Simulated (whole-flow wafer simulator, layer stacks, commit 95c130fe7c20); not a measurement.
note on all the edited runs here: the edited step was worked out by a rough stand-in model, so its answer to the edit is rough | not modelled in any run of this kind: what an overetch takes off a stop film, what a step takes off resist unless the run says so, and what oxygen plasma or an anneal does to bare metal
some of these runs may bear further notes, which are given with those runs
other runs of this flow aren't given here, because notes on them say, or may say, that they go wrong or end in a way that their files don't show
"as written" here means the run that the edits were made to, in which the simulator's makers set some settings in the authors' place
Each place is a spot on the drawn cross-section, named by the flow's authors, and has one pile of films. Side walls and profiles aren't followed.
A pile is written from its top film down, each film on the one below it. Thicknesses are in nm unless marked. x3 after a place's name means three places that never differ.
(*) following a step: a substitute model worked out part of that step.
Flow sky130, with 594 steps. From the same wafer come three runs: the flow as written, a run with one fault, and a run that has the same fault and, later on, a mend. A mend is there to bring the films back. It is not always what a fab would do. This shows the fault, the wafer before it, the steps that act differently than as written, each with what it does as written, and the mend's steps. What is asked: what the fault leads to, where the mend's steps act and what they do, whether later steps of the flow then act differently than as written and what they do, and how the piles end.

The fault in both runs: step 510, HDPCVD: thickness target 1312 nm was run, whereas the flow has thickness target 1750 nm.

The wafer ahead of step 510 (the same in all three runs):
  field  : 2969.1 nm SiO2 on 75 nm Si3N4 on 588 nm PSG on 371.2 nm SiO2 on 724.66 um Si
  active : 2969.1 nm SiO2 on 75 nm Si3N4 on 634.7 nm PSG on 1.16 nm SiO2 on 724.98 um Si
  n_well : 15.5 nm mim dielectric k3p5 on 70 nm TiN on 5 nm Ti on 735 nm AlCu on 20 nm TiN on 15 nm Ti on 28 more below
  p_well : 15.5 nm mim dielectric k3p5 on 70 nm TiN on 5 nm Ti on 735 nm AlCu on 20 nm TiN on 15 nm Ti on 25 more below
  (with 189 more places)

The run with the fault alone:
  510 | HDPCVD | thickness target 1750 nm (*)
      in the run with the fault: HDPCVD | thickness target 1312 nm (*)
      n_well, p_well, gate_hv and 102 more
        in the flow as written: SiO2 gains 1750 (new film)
        in the run with the fault: SiO2 gains 1312 (new film)
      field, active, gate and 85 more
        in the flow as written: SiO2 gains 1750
        in the run with the fault: SiO2 gains 1312
  Steps further on in the flow that do not act as written (not shown: 23 more steps that differ only slightly, by at most 2% or 0.5 nm, whichever is larger):
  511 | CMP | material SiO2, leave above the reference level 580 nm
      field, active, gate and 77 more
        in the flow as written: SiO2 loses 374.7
        in the run with the fault: nothing
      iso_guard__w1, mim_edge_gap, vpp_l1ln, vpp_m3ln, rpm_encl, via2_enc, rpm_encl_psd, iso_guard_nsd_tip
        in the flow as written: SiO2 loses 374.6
        in the run with the fault: nothing
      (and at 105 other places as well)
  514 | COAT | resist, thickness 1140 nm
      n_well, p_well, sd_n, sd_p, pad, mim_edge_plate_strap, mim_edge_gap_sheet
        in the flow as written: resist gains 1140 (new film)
        in the run with the fault: resist gains 1077.1 (new film)
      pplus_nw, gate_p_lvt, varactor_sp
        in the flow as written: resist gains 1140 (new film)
        in the run with the fault: resist gains 1107.4 (new film)
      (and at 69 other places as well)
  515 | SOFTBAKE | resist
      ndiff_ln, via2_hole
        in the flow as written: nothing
        in the run with the fault: resist gains 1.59
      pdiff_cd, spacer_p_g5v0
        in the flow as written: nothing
        in the run with the fault: resist loses 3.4
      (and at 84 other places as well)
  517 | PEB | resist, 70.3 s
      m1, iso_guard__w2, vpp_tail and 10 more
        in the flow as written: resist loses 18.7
        in the run with the fault: resist loses 18
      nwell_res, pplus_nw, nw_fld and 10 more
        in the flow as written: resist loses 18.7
        in the run with the fault: resist loses 18.1
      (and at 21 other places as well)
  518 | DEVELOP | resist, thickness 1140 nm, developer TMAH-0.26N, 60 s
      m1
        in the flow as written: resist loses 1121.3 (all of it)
        in the run with the fault: resist loses 1079.5 (all of it)
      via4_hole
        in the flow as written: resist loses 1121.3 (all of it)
        in the run with the fault: resist loses 1072.6 (all of it)
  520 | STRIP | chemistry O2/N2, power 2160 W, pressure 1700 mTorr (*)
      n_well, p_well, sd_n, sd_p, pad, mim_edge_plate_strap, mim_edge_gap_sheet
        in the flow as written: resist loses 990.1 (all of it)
        in the run with the fault: resist loses 928.4 (all of it)
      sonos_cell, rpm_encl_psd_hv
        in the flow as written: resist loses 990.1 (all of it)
        in the run with the fault: resist loses 1012.2 (all of it)
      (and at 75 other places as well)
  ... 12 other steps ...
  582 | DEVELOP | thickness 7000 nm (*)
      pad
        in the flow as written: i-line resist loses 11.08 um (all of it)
        in the run with the fault: i-line resist loses 11.1 um (all of it)
  By the end, the piles at field, active, gate and 86 more depart from the flow's by more than 2% or 0.5 nm, whichever is larger.
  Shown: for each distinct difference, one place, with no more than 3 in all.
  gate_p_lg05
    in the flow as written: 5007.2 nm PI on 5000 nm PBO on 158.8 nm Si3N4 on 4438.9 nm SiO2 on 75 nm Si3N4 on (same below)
    in the run with the fault: 5005.1 nm PI on 5000 nm PBO on 158.8 nm Si3N4 on 125.2 nm SiO2 on 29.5 nm W on 20 nm TiN on 4281.1 nm SiO2 on 75 nm Si3N4 on (same below)
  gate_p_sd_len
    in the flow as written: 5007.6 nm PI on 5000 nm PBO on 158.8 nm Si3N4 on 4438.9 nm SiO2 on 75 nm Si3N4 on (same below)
    in the run with the fault: 5005.1 nm PI on 5000 nm PBO on 158.8 nm Si3N4 on 125.2 nm SiO2 on 29.5 nm W on 20 nm TiN on 4281.1 nm SiO2 on 75 nm Si3N4 on (same below)
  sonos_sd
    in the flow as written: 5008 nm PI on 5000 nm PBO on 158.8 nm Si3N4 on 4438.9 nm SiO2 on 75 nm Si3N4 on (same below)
    in the run with the fault: 5001.8 nm PI on 5000 nm PBO on 158.8 nm Si3N4 on 125.2 nm SiO2 on 29.5 nm W on 20 nm TiN on 4281.1 nm SiO2 on 75 nm Si3N4 on (same below)

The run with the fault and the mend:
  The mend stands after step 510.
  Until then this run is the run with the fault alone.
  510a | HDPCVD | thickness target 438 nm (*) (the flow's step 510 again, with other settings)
      field, active, n_well and 190 more
        SiO2 gains 438
  None of the later steps of the flow acts differently than as written at any place that is followed.
  At every place that both follow, the piles at the end match the flow's.
